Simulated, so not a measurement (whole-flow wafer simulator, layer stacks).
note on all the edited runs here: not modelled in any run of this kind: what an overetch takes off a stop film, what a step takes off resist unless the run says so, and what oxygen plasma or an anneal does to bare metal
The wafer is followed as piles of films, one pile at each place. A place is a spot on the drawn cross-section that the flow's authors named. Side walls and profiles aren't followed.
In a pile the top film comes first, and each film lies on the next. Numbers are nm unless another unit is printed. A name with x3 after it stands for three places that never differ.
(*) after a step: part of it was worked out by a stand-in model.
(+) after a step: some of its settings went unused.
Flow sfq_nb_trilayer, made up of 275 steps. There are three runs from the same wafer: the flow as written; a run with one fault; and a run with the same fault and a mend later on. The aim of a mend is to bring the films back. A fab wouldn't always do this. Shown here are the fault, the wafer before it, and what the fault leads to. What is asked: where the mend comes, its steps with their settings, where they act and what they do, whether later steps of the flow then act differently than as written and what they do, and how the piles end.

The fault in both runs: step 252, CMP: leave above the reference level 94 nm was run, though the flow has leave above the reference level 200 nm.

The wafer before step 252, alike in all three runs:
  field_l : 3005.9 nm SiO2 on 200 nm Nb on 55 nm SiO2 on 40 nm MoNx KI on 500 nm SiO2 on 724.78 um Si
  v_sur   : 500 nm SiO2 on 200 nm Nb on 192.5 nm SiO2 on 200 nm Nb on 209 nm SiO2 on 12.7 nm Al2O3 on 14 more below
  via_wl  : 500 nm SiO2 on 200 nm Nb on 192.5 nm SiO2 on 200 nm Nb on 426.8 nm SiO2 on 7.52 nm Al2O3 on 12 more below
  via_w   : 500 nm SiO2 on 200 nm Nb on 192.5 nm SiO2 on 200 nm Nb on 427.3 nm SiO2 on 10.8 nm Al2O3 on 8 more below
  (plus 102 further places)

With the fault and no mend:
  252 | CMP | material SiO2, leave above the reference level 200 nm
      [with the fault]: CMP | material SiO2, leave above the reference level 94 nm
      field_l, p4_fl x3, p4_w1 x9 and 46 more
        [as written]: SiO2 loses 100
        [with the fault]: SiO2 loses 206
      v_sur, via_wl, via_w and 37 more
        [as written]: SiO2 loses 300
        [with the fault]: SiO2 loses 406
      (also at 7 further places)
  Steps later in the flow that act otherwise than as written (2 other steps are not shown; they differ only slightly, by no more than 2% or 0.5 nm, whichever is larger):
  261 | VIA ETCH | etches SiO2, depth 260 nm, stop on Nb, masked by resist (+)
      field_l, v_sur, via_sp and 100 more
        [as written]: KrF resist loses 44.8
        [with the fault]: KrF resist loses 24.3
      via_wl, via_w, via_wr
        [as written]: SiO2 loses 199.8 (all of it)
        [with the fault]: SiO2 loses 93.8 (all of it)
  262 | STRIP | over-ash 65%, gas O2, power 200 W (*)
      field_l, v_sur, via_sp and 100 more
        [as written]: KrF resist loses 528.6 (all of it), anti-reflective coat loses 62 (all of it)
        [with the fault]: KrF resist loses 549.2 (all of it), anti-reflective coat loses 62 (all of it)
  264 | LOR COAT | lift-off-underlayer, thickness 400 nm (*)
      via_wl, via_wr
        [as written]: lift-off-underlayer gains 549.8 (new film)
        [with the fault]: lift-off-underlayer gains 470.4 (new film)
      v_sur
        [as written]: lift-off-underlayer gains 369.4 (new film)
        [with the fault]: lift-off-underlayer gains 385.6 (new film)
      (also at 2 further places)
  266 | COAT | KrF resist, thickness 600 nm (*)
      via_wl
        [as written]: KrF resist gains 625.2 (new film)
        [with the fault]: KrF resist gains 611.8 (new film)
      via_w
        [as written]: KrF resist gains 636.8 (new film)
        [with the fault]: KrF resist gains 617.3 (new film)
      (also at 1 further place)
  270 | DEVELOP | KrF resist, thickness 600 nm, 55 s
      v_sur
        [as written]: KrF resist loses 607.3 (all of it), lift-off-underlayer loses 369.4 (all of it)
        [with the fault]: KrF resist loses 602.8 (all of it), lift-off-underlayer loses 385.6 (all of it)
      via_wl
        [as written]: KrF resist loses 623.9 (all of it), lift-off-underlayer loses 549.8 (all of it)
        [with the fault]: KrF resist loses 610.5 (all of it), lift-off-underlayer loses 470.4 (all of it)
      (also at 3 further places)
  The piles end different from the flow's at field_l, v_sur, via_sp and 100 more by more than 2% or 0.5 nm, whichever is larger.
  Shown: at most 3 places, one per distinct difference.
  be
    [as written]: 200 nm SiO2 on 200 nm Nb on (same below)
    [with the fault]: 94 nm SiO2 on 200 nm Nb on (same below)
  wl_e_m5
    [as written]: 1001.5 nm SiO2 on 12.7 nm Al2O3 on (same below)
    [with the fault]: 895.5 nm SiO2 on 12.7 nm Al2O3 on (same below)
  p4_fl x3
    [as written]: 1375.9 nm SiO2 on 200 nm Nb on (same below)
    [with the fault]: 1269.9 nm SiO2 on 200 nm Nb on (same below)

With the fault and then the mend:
  The mend follows step 259.
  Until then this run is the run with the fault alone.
  259a | STRIP | over-ash 65%, gas O2, power 200 W (*)
      field_l, v_sur, via_sp and 100 more
        KrF resist loses 625.1 (all of it), anti-reflective coat loses 62 (all of it)
      via_wl, via_w, via_wr
        anti-reflective coat loses 62 (all of it)
  259b | PECVD | material SiO2, thickness 106 nm, 150 C, 23.56 s, RF power 183.3 W, pressure 2.4 Torr, precursor SiH4/N2O (the flow's step 251, run once more with other settings)
      field_l, v_sur, via_wl and 103 more
        SiO2 gains 106
  259c | COAT | anti-reflective coat, thickness 62 nm (the flow's step 254, run once more)
      field_l, v_sur, via_wl and 103 more
        anti-reflective coat gains 62 (new film)
  259d | COAT | KrF resist, thickness 650 nm (the flow's step 255, run once more)
      field_l, v_sur, via_wl and 103 more
        KrF resist gains 650 (new film)
  259e | SOFTBAKE | KrF resist (the flow's step 256, run once more)
      alters no film at any place that is followed
  259f | EXPOSE | photomask I7, dose 11.93 mJ/cm2, NA 0.6, wavelength 248 nm (*) (the flow's step 257, run once more)
      alters no film at any place that is followed
  259g | PEB | KrF resist, 90 s (the flow's step 258, run once more)
      field_l, v_sur, via_wl and 103 more
        KrF resist loses 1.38
  259h | DEVELOP | KrF resist, thickness 650 nm, 60 s (the flow's step 259, run once more)
      field_l, v_sur, via_sp and 100 more
        KrF resist loses 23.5
      via_wl, via_w, via_wr
        KrF resist loses 648.6 (all of it)
  None of the later steps of the flow acts differently than as written at any place that is followed.
  By the end, the piles equal the flow's at every place that both follow.
